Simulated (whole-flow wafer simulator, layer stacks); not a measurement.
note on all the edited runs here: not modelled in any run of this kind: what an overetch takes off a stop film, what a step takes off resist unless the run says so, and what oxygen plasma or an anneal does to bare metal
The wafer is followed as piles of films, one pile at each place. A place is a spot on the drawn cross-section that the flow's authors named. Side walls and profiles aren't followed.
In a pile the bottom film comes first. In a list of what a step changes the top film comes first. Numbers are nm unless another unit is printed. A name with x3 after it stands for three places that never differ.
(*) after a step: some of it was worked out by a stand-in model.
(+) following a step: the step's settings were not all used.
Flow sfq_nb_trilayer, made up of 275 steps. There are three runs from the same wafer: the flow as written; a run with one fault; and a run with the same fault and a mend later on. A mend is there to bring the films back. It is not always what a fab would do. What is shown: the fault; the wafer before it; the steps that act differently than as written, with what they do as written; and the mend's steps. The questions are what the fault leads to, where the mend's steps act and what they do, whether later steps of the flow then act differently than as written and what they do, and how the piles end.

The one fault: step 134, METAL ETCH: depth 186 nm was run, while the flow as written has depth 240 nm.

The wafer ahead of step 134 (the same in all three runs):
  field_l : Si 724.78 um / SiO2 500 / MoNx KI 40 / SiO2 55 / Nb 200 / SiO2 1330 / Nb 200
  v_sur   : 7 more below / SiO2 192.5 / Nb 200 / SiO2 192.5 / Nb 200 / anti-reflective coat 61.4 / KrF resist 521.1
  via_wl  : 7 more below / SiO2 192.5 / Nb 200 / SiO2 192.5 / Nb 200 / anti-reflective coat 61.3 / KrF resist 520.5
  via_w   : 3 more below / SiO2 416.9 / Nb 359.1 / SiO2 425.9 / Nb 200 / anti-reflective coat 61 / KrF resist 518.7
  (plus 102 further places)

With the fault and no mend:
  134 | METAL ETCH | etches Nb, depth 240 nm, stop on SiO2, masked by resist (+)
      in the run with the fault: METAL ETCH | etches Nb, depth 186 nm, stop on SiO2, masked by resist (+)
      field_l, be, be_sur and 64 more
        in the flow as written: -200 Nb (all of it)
        in the run with the fault: -186 Nb
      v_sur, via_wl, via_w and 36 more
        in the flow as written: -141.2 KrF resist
        in the run with the fault: -109.4 KrF resist
  Steps later in the flow that act otherwise than as written:
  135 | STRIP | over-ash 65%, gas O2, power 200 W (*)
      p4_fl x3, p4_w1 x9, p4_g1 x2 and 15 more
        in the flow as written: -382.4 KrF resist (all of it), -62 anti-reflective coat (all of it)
        in the run with the fault: -414.1 KrF resist (all of it), -62 anti-reflective coat (all of it)
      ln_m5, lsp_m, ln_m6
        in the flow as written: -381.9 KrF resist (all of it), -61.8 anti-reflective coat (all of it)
        in the run with the fault: -413.7 KrF resist (all of it), -61.8 anti-reflective coat (all of it)
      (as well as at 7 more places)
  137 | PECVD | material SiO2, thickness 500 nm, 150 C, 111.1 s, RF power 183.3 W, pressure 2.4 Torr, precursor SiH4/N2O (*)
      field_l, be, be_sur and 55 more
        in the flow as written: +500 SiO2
        in the run with the fault: +500 SiO2 (new film)
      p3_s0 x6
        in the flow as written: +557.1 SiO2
        in the run with the fault: +543.1 SiO2 (new film)
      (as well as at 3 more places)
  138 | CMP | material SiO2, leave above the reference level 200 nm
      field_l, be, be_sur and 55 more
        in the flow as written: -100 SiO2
        in the run with the fault: -114 SiO2
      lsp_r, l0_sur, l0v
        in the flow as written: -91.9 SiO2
        in the run with the fault: -106.5 SiO2
  At field_l, be, be_sur and 64 more, the piles at the end differ from the flow's by more than 2% or 0.5 nm, whichever is larger.
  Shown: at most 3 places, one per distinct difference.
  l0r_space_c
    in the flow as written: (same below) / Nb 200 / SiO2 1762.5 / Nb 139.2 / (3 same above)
    in the run with the fault: (same below) / Nb 200 / SiO2 1370 / Nb 14 / SiO2 378.5 / Nb 139.2 / (3 same above)
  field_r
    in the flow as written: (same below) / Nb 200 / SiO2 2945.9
    in the run with the fault: (same below) / Nb 200 / SiO2 1370 / Nb 14 / SiO2 1561.9
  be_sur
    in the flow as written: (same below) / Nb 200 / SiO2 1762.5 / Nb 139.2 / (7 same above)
    in the run with the fault: (same below) / Nb 200 / SiO2 1370 / Nb 14 / SiO2 378.5 / Nb 139.2 / (7 same above)

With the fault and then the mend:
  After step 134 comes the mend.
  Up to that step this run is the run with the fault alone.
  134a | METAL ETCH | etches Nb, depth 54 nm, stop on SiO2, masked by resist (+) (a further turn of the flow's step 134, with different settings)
      field_l, be, be_sur and 64 more
        -14 Nb (all of it)
      v_sur, via_wl, via_w and 36 more
        -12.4 KrF resist
  Steps later in the flow that act otherwise than as written:
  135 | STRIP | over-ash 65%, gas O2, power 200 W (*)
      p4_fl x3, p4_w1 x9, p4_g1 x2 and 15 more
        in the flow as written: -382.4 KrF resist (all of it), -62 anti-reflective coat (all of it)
        in the run with the mend: -401.8 KrF resist (all of it), -62 anti-reflective coat (all of it)
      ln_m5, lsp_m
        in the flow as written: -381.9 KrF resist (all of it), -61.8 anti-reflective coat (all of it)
        in the run with the mend: -401.3 KrF resist (all of it), -61.8 anti-reflective coat (all of it)
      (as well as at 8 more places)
  The piles end the same as the flow's at every place that both follow.
